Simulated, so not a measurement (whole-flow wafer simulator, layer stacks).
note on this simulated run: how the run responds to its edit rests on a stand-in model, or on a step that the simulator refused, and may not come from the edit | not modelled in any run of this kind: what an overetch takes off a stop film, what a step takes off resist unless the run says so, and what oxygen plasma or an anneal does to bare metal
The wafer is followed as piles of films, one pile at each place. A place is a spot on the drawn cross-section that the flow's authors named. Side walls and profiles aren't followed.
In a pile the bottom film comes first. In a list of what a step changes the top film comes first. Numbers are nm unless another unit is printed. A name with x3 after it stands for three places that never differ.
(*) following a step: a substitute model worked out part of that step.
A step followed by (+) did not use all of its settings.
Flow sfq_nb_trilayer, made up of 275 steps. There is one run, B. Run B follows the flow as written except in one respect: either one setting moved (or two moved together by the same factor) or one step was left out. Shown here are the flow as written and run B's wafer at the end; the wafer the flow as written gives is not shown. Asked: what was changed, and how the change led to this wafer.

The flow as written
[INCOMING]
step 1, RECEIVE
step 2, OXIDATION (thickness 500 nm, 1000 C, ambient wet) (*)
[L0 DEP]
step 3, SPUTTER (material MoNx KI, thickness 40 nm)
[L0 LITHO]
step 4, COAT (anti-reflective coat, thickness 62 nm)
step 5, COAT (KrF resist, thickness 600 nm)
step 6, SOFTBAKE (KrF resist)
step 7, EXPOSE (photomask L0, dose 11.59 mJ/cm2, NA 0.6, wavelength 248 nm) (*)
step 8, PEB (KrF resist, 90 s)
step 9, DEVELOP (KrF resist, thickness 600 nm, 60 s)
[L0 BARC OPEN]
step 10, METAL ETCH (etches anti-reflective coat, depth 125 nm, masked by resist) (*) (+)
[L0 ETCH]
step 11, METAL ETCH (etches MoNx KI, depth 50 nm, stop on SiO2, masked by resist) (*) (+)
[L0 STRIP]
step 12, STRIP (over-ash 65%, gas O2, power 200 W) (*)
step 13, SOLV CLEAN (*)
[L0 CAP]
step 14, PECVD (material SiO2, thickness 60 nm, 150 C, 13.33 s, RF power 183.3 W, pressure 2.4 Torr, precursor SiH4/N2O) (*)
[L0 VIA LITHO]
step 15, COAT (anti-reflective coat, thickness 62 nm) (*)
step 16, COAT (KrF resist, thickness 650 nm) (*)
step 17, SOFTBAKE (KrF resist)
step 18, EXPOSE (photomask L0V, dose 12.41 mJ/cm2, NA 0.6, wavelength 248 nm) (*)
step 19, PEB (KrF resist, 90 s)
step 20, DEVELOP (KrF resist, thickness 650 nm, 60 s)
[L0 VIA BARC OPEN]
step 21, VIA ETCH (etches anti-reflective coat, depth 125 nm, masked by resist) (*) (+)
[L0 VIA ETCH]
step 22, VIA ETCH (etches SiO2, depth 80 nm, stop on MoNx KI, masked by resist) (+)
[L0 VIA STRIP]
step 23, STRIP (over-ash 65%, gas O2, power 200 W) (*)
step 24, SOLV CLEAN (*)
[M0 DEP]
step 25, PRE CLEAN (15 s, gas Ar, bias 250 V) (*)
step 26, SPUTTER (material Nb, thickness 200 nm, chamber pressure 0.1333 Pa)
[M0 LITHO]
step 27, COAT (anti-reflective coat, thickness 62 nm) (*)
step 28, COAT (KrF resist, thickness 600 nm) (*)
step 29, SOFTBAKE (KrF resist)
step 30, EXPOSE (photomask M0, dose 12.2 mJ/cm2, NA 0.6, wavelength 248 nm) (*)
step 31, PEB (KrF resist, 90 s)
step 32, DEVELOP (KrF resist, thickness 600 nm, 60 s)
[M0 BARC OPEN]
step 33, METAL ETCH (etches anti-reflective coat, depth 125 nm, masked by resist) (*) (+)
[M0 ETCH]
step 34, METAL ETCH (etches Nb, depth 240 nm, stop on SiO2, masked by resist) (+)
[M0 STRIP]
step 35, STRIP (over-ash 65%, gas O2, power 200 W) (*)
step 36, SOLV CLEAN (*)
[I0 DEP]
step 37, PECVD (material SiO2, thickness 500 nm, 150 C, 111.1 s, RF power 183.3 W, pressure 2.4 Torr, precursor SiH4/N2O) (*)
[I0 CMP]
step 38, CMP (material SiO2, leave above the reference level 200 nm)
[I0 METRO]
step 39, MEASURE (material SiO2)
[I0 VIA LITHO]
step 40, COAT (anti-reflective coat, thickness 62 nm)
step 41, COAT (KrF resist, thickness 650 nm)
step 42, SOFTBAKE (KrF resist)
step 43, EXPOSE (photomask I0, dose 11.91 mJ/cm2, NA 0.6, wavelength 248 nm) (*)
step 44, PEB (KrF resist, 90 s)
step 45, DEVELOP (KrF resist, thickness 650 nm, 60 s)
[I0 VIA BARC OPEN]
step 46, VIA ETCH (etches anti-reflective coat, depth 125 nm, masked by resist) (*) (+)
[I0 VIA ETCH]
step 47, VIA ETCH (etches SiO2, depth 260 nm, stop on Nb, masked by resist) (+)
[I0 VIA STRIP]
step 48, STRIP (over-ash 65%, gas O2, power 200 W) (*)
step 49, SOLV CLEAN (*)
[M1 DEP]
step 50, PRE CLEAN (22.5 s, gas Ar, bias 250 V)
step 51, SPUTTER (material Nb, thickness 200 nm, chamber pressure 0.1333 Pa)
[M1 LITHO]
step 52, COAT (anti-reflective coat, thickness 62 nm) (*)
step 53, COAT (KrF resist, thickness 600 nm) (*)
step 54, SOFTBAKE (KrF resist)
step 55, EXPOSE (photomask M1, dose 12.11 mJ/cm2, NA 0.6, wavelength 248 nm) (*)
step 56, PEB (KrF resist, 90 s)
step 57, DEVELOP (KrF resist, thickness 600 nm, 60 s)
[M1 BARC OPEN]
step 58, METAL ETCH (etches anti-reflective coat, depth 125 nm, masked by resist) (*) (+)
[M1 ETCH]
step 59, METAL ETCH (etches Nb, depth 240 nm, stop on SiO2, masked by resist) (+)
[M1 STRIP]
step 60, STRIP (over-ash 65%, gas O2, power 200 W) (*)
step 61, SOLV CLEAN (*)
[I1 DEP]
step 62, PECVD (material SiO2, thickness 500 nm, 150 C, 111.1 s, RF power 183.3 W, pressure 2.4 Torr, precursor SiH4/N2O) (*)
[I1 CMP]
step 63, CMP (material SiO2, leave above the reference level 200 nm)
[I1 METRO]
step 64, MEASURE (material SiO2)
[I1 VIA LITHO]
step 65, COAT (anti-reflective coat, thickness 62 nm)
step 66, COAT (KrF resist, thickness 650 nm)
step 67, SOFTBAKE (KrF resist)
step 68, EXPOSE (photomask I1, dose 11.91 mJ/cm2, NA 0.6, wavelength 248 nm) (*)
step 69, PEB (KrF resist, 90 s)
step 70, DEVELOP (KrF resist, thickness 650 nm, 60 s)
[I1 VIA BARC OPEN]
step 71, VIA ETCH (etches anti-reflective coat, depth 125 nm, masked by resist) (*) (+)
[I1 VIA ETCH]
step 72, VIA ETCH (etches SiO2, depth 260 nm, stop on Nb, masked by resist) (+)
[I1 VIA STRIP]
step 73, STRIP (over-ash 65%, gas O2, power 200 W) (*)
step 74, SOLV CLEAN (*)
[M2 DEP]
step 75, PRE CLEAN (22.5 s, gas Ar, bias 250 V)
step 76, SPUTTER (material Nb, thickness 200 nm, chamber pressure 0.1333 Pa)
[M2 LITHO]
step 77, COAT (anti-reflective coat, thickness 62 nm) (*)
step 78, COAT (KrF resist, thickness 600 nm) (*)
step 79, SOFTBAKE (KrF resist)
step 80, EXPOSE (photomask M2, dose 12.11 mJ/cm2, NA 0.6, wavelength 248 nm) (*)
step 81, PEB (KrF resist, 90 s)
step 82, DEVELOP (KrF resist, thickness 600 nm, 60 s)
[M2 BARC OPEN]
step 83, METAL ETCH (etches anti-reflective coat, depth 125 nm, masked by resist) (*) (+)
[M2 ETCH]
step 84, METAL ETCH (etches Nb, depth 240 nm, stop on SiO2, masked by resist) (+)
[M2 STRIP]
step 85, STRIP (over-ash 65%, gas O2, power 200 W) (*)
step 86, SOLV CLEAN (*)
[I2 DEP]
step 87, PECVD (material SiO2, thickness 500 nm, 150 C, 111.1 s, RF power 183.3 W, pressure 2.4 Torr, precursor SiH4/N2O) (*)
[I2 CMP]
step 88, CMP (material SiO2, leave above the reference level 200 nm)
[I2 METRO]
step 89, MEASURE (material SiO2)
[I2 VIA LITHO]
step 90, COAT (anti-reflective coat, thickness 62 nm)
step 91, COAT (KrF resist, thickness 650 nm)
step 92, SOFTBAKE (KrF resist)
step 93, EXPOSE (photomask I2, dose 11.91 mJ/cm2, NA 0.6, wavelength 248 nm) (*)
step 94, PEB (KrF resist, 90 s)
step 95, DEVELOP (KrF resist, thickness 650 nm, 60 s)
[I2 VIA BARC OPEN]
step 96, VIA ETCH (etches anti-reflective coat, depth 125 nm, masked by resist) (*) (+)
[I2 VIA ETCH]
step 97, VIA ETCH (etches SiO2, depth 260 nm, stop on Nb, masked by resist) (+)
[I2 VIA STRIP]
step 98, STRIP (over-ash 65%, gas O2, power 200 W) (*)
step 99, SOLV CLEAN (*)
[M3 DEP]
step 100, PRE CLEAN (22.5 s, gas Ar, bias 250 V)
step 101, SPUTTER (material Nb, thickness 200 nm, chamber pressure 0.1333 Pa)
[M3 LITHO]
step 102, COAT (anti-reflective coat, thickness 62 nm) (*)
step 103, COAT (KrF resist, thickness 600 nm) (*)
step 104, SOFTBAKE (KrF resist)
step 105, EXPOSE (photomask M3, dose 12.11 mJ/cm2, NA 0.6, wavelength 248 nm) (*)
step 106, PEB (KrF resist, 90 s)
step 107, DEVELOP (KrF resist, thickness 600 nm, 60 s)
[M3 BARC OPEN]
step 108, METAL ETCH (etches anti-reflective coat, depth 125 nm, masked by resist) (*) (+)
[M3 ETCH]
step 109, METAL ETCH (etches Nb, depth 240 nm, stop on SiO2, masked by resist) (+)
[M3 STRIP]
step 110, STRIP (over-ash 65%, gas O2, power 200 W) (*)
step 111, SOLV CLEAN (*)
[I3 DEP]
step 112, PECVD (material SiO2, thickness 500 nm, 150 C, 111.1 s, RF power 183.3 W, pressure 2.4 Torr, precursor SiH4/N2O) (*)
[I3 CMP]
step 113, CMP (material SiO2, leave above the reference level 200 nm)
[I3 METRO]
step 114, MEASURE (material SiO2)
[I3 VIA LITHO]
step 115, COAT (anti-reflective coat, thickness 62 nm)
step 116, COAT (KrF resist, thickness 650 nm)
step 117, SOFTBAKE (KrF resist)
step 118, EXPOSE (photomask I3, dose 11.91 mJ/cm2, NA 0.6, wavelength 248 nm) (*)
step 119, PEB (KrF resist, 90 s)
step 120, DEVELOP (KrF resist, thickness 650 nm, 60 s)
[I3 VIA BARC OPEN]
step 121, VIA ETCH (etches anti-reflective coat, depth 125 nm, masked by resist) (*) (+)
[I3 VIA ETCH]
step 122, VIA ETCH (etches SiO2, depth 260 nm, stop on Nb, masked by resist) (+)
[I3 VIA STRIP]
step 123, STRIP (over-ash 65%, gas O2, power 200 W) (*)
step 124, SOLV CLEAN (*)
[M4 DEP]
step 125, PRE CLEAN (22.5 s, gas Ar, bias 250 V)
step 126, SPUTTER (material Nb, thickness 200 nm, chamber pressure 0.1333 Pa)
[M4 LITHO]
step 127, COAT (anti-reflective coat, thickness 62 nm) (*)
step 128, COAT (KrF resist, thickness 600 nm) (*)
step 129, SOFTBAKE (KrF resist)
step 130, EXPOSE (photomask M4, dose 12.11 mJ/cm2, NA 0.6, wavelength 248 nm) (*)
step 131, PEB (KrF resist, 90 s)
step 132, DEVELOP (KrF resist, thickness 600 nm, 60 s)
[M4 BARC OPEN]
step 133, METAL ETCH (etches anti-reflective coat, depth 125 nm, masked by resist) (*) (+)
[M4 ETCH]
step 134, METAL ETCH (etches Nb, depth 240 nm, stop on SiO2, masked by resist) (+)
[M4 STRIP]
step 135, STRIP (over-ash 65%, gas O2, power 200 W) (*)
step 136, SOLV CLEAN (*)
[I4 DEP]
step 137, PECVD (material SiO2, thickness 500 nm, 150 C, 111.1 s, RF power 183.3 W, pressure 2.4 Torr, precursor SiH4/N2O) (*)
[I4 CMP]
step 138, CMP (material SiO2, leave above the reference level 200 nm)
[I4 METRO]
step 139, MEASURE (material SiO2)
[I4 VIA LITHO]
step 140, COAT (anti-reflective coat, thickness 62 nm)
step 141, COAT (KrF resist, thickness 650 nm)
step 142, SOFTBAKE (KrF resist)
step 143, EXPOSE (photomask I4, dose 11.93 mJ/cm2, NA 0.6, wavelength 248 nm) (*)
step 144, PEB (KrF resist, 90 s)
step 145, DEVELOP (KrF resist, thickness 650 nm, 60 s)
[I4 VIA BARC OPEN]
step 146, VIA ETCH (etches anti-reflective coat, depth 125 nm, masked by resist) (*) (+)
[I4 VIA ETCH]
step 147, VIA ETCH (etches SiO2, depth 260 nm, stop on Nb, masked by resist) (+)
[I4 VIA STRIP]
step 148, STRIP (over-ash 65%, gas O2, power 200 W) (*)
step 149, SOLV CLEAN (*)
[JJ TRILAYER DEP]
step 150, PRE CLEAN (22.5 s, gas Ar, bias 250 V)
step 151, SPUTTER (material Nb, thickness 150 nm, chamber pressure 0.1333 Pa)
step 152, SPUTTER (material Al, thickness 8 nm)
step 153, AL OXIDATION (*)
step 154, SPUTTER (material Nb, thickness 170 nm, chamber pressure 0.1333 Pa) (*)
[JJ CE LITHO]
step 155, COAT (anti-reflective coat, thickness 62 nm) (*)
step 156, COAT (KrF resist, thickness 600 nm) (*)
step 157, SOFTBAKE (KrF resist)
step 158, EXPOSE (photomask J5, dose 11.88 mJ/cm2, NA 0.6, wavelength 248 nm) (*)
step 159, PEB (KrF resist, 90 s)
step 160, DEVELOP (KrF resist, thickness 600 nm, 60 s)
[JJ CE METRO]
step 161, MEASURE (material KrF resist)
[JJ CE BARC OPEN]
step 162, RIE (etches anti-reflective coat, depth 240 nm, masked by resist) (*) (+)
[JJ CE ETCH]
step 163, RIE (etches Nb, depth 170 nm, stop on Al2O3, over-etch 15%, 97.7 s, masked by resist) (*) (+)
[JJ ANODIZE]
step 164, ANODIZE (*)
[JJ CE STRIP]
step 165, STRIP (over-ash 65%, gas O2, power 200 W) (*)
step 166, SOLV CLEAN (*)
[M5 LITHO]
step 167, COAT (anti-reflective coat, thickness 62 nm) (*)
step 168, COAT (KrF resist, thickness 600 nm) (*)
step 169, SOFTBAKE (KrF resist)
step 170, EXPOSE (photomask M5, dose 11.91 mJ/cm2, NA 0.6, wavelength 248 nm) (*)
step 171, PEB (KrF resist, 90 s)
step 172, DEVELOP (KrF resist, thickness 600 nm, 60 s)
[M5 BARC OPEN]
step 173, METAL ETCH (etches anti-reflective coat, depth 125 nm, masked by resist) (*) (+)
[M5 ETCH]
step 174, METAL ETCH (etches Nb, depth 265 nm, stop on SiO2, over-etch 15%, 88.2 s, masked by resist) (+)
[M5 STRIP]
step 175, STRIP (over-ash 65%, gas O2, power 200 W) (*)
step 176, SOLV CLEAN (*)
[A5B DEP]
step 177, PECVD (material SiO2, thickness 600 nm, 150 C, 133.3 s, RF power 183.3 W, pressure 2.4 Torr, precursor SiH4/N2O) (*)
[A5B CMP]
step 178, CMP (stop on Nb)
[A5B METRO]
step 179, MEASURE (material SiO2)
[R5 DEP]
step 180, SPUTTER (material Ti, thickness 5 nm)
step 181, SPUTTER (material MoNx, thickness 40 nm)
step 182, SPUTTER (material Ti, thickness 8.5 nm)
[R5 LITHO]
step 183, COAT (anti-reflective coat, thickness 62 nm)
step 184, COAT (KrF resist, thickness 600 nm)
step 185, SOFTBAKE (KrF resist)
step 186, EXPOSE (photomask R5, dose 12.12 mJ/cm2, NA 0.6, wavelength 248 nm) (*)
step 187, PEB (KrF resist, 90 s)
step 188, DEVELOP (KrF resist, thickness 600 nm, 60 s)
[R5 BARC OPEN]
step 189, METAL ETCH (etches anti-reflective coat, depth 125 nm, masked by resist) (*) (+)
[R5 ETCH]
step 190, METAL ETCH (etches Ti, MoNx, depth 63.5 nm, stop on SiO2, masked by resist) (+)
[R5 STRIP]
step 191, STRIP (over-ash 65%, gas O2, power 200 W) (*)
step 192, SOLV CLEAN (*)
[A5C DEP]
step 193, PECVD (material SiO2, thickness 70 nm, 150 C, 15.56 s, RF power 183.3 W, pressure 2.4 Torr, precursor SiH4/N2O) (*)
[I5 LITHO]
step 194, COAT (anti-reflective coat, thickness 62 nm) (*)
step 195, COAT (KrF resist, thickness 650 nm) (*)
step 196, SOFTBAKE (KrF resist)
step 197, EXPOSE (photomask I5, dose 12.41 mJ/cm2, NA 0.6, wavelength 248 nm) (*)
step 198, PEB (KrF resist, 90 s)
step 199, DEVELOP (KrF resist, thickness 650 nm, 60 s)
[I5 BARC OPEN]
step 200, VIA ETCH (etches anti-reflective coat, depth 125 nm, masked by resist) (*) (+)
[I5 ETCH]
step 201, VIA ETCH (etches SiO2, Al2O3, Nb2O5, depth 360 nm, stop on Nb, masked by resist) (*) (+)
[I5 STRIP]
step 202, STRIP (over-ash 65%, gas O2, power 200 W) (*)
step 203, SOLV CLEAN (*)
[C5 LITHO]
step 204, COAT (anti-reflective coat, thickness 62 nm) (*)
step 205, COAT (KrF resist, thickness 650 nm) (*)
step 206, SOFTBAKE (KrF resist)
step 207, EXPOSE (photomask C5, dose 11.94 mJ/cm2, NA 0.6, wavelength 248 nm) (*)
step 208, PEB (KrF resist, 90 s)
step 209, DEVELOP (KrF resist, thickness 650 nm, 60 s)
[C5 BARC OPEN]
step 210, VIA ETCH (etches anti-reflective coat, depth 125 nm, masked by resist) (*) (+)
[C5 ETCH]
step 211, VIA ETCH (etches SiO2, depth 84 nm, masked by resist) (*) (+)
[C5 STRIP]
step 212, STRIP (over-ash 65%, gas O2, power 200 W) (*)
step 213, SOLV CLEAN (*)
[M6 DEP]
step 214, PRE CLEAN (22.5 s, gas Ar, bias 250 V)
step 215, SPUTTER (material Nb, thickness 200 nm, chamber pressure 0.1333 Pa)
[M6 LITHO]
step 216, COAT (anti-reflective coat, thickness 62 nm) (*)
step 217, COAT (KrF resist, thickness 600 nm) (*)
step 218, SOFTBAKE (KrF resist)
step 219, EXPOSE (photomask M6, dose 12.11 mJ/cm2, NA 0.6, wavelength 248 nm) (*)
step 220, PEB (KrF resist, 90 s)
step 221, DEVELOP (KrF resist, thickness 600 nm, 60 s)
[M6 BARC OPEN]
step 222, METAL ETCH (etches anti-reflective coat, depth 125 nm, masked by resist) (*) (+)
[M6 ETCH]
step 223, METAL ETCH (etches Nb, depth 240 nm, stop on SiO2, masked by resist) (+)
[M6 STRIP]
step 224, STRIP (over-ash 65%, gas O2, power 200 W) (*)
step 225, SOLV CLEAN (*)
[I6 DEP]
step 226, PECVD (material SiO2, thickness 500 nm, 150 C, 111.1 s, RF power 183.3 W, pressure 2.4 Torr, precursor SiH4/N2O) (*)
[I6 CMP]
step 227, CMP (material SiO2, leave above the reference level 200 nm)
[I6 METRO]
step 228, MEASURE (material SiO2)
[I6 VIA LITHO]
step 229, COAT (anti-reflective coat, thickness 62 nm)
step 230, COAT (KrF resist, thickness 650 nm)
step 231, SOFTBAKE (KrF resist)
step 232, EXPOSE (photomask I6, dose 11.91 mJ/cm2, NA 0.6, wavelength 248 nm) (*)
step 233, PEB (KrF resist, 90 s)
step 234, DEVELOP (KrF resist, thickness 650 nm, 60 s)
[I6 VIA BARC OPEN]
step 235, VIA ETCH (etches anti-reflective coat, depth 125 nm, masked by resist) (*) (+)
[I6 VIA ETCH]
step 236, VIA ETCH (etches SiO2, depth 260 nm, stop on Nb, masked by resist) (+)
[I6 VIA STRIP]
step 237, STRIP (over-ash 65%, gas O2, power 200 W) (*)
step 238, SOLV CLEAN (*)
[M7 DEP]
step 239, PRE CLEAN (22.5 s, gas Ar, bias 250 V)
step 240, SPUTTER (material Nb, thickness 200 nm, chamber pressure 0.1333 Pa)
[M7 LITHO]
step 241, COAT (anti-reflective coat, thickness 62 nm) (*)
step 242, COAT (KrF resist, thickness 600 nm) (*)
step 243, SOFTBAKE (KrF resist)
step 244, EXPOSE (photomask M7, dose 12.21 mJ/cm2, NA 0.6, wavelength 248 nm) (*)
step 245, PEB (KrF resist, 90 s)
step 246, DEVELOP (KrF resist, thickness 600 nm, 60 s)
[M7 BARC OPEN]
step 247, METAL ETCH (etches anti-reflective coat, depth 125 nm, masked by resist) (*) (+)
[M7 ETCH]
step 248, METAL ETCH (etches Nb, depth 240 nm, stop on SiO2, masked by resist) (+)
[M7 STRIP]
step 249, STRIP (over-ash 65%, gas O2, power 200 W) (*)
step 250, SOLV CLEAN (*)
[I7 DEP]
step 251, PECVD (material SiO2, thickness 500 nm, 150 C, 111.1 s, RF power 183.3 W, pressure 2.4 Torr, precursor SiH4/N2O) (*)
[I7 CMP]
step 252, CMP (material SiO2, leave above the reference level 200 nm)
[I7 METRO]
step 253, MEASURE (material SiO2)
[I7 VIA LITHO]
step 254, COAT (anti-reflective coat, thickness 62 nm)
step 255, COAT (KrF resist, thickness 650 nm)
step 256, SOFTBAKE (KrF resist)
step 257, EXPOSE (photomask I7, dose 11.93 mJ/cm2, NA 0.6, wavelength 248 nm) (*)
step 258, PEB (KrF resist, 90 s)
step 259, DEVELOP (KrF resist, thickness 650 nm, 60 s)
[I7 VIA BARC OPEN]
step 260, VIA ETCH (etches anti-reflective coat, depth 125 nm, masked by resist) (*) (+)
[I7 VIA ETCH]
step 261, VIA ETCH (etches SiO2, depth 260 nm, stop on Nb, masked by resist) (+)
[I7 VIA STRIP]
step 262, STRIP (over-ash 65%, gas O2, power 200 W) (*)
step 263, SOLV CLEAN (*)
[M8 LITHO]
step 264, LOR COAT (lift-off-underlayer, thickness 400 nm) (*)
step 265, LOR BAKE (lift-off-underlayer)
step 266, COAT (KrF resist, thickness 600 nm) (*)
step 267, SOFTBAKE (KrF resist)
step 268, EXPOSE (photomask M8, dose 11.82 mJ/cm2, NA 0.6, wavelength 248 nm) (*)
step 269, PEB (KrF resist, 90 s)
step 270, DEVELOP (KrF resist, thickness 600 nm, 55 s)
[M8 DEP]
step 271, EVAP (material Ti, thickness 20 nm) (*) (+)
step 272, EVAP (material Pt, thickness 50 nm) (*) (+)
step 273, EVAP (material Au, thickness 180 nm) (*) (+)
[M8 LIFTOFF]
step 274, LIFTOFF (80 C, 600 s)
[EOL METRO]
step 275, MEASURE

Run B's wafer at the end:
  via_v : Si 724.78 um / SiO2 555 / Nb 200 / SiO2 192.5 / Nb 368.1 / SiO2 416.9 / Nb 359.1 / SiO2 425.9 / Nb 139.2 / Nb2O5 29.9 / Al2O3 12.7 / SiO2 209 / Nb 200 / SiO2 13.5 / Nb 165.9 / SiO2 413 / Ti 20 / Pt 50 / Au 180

Cause: step 236, VIA ETCH: depth 178.8 nm was run, whereas the flow has depth 260 nm.

How this came from the change, step by step:
  step 236, VIA ETCH (etches SiO2, depth 260 nm, stop on Nb, masked by resist) (+)
      via_v: SiO2 loses 178.8 (it would be, as written: SiO2 loses 199.8 (all of it))
      field_l, v_sur, via_wl and 102 more: KrF resist loses 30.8 (it would be, as written: KrF resist loses 44.8)
  step 237, STRIP (over-ash 65%, gas O2, power 200 W) (*)
      field_l, v_sur, via_wl and 102 more: KrF resist loses 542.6 (all of it), anti-reflective coat loses 62 (all of it) (it would be, as written: KrF resist loses 528.6 (all of it), anti-reflective coat loses 62 (all of it))
  step 239, PRE CLEAN (22.5 s, gas Ar, bias 250 V)
      via_v: SiO2 loses 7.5 (it would be, as written: Nb loses 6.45)
  step 240, SPUTTER (material Nb, thickness 200 nm, chamber pressure 0.1333 Pa)
      via_v: Nb gains 165.9 (new film) (it would be, as written: Nb gains 161.1)
  step 241, COAT (anti-reflective coat, thickness 62 nm) (*)
      via_v: anti-reflective coat gains 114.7 (new film) (it would be, as written: anti-reflective coat gains 126 (new film))
      wire: anti-reflective coat gains 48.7 (new film) (it would be, as written: anti-reflective coat gains 50.3 (new film))
  step 249, STRIP (over-ash 65%, gas O2, power 200 W) (*)
      via_v: KrF resist loses 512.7 (all of it), anti-reflective coat loses 114.7 (all of it) (it would be, as written: KrF resist loses 524.5 (all of it), anti-reflective coat loses 126 (all of it))
      wire: KrF resist loses 376.4 (all of it), anti-reflective coat loses 48.7 (all of it) (it would be, as written: KrF resist loses 374.1 (all of it), anti-reflective coat loses 50.3 (all of it))
  step 251, PECVD (material SiO2, thickness 500 nm, 150 C, 111.1 s, RF power 183.3 W, pressure 2.4 Torr, precursor SiH4/N2O) (*)
      via_v: SiO2 gains 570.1 (new film) (it would be, as written: SiO2 gains 621 (new film))
  step 252, CMP (material SiO2, leave above the reference level 200 nm)
      via_v: SiO2 loses 157.1 (it would be, as written: SiO2 loses 183.1)
Taking metal films that touch as one body, via_v has 7 bodies (between them, from the top down: SiO2 413; SiO2 13.5; SiO2 209 / Al2O3 12.7 / Nb2O5 29.9; SiO2 425.9; SiO2 416.9; SiO2 192.5); the flow as written gives 6 bodies (between them, from the top down: SiO2 437.8; SiO2 209 / Al2O3 12.7 / Nb2O5 29.9; SiO2 425.9; SiO2 416.9; SiO2 192.5).
